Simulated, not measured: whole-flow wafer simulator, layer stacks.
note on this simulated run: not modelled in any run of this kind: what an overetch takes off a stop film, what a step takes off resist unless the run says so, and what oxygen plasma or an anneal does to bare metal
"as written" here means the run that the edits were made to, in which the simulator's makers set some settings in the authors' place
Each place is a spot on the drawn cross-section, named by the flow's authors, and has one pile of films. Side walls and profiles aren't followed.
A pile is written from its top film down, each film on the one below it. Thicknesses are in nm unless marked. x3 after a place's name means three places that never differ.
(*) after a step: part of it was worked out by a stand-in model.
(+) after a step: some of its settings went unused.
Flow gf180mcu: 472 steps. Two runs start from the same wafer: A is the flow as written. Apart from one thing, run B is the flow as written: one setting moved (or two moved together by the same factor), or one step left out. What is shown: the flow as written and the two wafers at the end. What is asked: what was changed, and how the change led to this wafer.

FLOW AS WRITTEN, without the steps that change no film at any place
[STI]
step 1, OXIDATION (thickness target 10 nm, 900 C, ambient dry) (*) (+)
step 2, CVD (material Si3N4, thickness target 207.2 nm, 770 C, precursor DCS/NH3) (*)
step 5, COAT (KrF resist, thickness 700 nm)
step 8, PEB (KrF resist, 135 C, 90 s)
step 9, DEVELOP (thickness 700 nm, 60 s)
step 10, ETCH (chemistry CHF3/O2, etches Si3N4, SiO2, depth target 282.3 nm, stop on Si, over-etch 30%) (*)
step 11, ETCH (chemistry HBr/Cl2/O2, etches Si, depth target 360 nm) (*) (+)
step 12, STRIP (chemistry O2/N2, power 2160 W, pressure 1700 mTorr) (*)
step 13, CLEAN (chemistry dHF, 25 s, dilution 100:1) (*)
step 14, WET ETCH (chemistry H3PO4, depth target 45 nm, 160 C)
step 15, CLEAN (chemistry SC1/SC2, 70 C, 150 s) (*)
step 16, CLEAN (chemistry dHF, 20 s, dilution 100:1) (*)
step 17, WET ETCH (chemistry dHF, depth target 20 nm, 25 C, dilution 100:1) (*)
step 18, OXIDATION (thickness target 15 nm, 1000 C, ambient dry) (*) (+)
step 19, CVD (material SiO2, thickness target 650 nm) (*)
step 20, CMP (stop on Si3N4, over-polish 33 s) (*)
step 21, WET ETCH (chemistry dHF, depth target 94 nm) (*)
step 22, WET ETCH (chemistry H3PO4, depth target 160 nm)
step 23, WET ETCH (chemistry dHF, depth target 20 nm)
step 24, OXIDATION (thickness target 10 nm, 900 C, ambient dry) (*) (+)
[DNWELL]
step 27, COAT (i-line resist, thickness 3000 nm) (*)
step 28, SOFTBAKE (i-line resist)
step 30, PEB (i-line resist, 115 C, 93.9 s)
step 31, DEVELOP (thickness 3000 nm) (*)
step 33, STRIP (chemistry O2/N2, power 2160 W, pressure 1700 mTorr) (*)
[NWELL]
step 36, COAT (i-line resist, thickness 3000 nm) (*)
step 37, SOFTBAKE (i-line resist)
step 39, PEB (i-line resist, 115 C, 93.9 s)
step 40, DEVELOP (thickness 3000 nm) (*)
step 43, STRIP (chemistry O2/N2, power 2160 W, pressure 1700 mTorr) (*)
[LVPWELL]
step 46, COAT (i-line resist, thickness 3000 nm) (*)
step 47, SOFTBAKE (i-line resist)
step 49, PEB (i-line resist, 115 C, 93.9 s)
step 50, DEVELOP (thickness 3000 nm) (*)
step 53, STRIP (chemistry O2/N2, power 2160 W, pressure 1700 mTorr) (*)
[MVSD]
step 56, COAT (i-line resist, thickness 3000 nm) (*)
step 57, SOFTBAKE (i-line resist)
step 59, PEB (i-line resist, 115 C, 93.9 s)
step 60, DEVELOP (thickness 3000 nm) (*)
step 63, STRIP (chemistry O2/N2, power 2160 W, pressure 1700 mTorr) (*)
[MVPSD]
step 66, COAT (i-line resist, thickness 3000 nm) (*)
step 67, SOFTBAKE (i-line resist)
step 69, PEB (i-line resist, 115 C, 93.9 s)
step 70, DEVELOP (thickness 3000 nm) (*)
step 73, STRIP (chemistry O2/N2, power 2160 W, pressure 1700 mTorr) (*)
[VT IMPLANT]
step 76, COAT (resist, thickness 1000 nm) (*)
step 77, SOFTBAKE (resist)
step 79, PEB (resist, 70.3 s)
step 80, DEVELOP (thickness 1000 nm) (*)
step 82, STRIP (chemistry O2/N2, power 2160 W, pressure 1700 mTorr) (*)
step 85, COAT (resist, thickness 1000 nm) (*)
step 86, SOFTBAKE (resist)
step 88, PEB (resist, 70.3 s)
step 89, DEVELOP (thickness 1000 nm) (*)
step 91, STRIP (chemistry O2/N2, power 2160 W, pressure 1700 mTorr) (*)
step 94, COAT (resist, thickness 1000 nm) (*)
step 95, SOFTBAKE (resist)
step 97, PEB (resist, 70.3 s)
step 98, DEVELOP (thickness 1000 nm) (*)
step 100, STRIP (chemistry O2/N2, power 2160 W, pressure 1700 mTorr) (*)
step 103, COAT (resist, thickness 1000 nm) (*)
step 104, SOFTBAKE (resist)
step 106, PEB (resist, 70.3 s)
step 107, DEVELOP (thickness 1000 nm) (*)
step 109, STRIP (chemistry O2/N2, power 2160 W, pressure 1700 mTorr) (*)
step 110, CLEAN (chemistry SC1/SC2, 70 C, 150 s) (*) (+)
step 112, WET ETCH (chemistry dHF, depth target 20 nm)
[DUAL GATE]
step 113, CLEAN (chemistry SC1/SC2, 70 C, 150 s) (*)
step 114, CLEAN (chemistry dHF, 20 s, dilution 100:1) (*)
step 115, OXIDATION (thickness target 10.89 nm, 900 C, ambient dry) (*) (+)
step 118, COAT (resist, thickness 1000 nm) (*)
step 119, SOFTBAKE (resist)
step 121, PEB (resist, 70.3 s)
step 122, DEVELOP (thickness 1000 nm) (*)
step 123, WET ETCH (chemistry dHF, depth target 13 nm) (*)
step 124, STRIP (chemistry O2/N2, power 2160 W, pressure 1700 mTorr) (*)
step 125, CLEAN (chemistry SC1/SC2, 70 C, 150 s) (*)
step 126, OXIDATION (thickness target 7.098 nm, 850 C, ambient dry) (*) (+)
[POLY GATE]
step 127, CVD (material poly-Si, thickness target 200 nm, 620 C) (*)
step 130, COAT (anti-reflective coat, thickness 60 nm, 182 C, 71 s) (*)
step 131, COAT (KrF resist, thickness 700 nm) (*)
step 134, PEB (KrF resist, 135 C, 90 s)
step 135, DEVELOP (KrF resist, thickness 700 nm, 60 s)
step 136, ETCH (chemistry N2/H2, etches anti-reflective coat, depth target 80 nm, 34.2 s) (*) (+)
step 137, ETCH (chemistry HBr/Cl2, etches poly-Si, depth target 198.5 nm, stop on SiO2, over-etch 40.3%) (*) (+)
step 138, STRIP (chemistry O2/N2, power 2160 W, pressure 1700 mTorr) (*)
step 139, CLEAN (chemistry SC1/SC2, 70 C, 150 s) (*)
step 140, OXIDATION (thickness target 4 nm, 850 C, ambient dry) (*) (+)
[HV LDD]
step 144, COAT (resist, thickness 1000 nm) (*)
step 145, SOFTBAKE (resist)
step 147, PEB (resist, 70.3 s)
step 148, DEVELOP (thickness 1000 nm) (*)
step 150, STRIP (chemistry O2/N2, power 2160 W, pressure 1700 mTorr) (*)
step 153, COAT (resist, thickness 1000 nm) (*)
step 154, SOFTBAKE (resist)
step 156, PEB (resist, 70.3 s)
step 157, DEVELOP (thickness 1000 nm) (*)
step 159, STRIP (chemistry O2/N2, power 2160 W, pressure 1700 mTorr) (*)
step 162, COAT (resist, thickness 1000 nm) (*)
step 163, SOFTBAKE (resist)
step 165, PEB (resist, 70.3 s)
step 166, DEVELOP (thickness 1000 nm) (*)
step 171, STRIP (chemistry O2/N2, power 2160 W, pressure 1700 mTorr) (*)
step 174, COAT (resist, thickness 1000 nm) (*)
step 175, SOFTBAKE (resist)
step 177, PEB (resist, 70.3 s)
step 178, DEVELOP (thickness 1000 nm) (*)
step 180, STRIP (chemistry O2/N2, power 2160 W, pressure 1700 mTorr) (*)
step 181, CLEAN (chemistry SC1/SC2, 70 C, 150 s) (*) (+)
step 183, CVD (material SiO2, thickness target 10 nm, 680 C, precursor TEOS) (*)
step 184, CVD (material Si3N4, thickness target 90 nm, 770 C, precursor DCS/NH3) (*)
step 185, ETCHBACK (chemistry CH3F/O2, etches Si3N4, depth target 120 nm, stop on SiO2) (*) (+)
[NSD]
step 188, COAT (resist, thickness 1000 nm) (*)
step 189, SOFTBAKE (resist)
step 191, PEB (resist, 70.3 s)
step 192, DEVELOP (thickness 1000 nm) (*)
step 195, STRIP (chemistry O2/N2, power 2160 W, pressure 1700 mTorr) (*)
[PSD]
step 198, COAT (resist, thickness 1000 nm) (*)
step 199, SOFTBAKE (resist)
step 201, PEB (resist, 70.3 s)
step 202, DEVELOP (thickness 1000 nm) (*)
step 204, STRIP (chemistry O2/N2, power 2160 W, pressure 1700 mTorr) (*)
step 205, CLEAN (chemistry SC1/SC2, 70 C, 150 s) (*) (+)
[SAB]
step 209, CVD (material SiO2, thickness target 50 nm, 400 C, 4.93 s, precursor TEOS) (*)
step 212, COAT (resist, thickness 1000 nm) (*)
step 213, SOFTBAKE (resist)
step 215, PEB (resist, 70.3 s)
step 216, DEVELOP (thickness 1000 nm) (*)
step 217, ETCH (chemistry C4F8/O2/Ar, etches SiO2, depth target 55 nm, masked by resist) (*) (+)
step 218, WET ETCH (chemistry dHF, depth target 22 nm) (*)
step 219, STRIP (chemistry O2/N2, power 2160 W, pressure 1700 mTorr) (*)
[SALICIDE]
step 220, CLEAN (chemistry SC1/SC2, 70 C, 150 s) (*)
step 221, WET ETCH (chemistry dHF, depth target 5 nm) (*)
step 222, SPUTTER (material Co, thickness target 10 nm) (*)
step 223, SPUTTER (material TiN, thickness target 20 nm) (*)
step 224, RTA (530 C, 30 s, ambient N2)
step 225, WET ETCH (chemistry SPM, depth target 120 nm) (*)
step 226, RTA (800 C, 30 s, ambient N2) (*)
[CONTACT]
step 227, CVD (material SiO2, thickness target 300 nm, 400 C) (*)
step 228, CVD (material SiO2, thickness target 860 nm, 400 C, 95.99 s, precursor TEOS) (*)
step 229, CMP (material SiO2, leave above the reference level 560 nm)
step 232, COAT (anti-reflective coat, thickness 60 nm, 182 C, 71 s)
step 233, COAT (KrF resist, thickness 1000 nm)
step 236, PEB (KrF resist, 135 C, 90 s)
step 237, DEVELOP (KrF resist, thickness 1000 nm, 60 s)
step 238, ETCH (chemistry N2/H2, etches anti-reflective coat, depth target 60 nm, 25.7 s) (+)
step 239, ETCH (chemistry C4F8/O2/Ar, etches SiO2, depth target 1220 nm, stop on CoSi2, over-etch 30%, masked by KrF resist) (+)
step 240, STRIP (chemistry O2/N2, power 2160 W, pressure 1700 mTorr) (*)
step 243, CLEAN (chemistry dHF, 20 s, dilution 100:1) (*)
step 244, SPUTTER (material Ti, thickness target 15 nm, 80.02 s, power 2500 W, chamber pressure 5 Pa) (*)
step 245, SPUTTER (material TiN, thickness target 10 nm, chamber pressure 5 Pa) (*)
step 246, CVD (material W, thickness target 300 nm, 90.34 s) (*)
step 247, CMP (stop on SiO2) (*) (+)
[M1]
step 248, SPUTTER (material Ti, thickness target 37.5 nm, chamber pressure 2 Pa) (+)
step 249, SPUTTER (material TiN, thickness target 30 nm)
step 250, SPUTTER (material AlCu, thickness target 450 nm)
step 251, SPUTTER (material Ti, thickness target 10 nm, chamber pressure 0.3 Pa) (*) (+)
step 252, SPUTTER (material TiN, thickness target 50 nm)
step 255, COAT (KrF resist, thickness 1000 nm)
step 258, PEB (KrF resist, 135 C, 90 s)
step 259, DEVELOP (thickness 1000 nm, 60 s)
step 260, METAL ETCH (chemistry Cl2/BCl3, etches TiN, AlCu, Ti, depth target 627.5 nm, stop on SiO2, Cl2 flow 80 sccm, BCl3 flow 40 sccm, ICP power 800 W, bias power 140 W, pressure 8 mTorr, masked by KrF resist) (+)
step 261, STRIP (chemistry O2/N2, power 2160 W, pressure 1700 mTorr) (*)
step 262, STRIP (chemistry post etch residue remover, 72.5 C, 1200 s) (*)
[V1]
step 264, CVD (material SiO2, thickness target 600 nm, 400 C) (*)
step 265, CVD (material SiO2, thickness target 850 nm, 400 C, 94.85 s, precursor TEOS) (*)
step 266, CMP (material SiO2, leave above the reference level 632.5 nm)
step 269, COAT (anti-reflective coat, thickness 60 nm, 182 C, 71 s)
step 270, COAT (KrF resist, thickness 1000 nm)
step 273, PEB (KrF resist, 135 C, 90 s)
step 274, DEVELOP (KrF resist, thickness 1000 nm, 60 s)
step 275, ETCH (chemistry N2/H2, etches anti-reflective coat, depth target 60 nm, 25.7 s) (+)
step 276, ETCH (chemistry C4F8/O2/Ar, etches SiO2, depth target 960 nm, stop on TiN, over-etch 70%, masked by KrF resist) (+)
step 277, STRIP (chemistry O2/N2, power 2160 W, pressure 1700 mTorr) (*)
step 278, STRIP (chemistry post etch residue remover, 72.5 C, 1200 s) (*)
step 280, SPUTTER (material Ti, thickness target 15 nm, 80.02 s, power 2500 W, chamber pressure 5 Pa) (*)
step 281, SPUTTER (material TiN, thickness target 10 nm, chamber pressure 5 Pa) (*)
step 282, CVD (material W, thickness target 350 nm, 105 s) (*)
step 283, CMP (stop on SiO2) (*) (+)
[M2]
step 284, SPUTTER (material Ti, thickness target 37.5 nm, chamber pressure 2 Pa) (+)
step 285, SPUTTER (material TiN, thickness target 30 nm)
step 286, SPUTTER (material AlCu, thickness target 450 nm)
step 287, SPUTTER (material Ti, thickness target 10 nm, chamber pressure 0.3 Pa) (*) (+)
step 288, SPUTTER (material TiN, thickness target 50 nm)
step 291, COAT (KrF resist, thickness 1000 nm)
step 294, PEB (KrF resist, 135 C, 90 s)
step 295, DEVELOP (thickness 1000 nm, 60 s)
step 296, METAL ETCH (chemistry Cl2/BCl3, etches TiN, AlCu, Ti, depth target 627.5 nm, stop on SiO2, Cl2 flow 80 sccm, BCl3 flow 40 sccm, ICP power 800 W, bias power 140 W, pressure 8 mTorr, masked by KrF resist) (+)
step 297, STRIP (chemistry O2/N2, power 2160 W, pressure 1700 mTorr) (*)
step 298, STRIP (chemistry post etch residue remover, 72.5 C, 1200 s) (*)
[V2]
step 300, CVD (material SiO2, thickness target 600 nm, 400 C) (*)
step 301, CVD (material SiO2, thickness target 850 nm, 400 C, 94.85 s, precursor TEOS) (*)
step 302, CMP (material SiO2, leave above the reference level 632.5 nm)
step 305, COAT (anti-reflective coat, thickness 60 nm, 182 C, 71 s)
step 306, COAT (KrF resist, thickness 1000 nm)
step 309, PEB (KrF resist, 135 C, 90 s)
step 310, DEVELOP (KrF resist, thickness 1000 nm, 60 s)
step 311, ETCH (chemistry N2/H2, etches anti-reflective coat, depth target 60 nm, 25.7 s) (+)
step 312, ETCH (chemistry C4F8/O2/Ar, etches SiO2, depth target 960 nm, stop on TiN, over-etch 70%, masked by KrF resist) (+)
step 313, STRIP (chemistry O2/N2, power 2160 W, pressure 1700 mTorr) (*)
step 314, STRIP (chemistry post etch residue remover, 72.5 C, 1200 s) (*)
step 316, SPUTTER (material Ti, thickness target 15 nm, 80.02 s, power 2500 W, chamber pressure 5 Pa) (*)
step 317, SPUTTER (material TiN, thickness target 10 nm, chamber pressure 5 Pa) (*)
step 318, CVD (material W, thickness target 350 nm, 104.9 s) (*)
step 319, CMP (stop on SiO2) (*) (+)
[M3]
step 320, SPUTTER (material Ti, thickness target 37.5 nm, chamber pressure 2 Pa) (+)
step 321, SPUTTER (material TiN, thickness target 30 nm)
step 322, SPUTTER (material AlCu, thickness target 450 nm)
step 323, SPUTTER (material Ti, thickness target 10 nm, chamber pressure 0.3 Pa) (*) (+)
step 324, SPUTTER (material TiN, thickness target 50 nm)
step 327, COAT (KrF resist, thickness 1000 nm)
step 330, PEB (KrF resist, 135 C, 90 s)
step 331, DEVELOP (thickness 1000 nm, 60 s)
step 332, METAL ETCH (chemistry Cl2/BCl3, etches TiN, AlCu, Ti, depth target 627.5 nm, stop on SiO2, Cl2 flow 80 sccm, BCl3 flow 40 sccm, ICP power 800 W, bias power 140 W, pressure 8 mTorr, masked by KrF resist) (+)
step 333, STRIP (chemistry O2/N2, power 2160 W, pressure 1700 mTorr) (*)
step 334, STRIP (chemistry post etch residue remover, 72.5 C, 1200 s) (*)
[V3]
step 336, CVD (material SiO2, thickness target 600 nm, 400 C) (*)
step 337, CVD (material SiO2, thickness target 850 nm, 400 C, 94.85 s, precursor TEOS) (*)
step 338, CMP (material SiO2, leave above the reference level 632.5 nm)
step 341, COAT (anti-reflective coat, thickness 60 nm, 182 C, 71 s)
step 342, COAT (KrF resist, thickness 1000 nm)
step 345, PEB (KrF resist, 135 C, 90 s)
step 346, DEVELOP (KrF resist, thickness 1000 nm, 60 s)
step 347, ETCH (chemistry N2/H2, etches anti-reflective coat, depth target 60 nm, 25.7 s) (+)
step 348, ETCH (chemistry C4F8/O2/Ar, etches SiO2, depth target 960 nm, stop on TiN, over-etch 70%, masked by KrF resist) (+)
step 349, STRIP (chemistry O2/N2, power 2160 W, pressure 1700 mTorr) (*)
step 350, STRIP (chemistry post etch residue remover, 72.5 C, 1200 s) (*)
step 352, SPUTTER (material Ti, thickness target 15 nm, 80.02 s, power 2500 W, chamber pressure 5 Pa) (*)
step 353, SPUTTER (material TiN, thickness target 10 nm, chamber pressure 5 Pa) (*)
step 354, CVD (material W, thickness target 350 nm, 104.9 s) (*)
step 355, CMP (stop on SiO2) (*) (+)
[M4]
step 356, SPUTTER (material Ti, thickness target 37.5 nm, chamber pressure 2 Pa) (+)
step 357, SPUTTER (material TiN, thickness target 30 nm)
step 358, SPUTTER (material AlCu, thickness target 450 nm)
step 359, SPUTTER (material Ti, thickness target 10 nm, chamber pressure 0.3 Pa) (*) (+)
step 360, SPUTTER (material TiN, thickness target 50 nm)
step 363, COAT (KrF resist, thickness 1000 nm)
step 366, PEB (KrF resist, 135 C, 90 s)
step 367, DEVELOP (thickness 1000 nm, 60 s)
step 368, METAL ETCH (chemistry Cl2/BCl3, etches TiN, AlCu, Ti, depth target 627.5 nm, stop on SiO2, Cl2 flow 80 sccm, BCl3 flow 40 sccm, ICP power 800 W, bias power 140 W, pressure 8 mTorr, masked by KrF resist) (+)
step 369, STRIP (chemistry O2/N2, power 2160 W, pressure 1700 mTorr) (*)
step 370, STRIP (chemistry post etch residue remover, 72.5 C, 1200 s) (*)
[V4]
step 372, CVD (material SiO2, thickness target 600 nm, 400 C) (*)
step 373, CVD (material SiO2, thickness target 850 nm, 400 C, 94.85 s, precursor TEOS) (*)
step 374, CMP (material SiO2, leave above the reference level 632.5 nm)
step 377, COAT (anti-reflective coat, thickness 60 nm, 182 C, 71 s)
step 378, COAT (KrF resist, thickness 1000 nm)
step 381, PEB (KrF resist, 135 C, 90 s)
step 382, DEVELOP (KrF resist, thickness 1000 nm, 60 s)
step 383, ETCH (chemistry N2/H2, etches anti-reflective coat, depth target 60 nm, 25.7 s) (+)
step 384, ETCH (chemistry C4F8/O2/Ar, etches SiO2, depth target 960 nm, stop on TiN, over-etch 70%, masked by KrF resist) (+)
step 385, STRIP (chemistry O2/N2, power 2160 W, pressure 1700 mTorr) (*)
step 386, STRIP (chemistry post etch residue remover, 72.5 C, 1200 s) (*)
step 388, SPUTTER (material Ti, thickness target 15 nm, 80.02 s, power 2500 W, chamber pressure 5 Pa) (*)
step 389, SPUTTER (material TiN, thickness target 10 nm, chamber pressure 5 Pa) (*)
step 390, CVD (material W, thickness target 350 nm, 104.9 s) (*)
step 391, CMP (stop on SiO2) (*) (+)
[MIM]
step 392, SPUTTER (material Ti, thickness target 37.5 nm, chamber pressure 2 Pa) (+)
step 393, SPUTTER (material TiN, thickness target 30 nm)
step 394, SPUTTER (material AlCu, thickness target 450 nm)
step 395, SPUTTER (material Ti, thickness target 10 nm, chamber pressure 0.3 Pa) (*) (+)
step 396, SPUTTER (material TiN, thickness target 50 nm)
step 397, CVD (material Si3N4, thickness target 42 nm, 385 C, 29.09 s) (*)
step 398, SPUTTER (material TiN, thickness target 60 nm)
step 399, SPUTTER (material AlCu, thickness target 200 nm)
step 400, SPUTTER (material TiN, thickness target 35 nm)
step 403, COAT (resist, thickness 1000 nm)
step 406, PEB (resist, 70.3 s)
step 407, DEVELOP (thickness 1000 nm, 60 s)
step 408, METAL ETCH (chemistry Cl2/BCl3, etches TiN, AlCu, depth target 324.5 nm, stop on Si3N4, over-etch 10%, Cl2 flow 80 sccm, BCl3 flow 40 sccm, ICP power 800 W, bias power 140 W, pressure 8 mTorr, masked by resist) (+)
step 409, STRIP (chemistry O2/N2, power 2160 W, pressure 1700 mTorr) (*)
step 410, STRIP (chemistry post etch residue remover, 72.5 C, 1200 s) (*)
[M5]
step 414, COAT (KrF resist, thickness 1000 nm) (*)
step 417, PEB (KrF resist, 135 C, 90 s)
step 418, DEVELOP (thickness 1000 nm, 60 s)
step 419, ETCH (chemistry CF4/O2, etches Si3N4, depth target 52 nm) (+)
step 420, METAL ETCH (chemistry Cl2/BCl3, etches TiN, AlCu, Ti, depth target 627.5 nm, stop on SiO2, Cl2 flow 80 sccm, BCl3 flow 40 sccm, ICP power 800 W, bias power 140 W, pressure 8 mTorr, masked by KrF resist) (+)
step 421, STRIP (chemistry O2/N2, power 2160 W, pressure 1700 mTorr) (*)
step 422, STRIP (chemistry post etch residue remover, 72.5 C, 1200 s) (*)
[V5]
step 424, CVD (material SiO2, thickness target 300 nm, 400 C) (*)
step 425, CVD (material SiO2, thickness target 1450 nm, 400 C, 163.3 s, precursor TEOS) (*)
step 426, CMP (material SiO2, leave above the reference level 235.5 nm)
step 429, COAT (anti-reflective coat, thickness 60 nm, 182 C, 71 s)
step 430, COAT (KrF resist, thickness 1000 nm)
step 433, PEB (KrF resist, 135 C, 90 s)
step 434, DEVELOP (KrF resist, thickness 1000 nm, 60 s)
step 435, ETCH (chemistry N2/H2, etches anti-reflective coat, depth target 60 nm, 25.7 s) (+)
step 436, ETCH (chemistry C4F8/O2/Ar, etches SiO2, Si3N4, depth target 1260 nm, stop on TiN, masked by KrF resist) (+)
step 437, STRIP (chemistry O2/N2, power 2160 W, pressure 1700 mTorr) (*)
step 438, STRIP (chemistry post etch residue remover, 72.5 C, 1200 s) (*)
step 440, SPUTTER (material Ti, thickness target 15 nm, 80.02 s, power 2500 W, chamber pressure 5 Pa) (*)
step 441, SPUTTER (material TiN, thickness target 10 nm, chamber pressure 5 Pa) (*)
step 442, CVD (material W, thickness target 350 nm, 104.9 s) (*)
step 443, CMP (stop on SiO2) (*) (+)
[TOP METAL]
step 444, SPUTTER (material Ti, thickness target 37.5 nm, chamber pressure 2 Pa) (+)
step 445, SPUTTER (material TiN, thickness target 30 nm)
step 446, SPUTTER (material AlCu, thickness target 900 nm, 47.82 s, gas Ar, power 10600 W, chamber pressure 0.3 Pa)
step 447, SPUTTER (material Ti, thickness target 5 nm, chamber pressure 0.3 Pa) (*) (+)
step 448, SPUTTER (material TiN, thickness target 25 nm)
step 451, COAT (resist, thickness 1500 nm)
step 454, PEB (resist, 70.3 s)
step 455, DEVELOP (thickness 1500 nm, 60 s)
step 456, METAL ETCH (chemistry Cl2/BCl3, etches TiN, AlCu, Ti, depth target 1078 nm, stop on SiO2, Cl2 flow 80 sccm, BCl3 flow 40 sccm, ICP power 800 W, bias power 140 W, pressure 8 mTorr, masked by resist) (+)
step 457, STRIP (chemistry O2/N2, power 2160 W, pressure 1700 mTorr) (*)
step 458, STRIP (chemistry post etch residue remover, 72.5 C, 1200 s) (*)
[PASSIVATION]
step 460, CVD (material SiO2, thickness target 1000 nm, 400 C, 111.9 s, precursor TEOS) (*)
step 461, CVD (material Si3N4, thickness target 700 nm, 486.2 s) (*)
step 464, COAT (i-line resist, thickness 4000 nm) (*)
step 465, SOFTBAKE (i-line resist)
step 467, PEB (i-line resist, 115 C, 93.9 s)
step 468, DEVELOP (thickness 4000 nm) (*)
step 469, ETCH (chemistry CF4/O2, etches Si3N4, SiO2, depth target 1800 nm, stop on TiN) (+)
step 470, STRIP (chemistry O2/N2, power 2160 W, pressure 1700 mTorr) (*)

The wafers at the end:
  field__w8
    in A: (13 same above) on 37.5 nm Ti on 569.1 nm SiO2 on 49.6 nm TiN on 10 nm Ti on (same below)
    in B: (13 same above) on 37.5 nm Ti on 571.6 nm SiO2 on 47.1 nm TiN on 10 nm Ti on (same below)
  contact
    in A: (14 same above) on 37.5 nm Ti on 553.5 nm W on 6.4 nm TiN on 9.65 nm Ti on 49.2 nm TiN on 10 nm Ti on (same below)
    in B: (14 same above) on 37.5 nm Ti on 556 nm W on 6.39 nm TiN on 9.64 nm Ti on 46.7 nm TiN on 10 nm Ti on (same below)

The reason: step 360, SPUTTER: thickness target 47.5 nm was run, while the flow as written has thickness target 50 nm.

How this came from the change, step by step:
  step 360, SPUTTER (material TiN, thickness target 50 nm)
      field, field__w1, field__w2 and 108 more: A +50 TiN (new film) | B +47.5 TiN (new film)
  step 368, METAL ETCH (chemistry Cl2/BCl3, etches TiN, AlCu, Ti, depth target 627.5 nm, stop on SiO2, Cl2 flow 80 sccm, BCl3 flow 40 sccm, ICP power 800 W, bias power 140 W, pressure 8 mTorr, masked by KrF resist) (+)
      field, field__w1, field__w2 and 103 more: A -50 TiN (all of it), -10 Ti (all of it), -450 AlCu (all of it), -30 TiN (all of it), -37.5 Ti (all of it) | B -47.5 TiN (all of it), -10 Ti (all of it), -450 AlCu (all of it), -30 TiN (all of it), -37.5 Ti (all of it)
